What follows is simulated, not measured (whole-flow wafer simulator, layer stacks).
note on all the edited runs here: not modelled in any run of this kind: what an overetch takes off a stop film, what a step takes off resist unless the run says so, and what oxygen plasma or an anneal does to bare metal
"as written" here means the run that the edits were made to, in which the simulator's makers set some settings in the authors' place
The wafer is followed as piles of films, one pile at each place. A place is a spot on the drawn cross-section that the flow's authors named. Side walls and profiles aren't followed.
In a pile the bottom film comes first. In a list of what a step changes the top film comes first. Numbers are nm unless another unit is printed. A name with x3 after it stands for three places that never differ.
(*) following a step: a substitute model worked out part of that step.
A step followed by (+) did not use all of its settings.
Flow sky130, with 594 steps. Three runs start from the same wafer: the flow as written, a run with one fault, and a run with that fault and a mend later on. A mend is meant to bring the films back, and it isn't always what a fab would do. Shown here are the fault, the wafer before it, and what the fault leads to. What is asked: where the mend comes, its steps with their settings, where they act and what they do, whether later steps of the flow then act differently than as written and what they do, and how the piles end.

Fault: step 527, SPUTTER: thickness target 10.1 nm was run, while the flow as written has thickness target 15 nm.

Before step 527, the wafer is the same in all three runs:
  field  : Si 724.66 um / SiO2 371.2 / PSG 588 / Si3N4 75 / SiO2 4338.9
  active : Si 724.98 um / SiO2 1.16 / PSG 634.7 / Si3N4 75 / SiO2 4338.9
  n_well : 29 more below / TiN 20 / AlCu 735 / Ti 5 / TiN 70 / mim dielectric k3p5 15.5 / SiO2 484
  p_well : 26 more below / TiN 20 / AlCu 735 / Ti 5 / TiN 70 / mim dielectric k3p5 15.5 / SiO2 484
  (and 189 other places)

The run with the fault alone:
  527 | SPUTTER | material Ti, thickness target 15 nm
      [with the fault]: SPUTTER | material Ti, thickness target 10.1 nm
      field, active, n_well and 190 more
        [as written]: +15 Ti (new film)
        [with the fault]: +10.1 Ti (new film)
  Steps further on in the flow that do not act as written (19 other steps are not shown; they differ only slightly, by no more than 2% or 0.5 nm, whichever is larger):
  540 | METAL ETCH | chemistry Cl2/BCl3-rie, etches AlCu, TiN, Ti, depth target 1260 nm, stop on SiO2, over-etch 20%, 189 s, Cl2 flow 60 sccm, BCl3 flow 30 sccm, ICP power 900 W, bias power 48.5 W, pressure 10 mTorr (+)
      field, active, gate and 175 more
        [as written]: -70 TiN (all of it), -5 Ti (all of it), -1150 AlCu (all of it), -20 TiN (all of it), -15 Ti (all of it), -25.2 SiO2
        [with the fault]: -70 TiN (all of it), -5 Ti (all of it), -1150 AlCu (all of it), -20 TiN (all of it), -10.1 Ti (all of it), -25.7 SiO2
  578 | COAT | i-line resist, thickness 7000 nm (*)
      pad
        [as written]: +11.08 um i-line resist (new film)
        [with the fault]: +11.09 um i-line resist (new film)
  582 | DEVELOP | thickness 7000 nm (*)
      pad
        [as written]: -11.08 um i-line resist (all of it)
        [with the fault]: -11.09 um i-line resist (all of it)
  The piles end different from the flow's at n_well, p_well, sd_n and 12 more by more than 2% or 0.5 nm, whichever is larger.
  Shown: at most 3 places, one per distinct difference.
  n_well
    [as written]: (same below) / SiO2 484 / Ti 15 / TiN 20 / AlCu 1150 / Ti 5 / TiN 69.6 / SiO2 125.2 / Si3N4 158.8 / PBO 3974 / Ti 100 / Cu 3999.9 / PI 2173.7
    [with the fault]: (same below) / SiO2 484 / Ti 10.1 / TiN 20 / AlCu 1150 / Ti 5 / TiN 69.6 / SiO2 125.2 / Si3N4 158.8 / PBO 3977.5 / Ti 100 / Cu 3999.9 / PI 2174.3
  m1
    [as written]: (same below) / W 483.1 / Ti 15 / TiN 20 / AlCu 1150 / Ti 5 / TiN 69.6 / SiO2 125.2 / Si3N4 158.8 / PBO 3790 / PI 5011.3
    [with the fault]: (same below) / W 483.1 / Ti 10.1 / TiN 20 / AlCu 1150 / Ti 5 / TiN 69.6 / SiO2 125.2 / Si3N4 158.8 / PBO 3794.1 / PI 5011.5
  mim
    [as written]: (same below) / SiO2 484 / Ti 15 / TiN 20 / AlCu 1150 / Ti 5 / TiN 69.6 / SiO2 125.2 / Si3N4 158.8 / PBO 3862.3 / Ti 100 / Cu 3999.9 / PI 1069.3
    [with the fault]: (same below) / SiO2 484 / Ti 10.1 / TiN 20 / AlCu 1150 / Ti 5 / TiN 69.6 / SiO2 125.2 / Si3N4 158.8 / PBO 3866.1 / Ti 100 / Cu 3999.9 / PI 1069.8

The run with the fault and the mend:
  The mend follows step 527.
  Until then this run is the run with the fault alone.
  527a | SPUTTER | material Ti, thickness target 4.9 nm (a further turn of the flow's step 527, with different settings)
      field, active, n_well and 190 more
        +4.9 Ti
  Every later step of the flow that is run acts as written at every place that is followed.
  At every place that both follow, the piles at the end match the flow's.
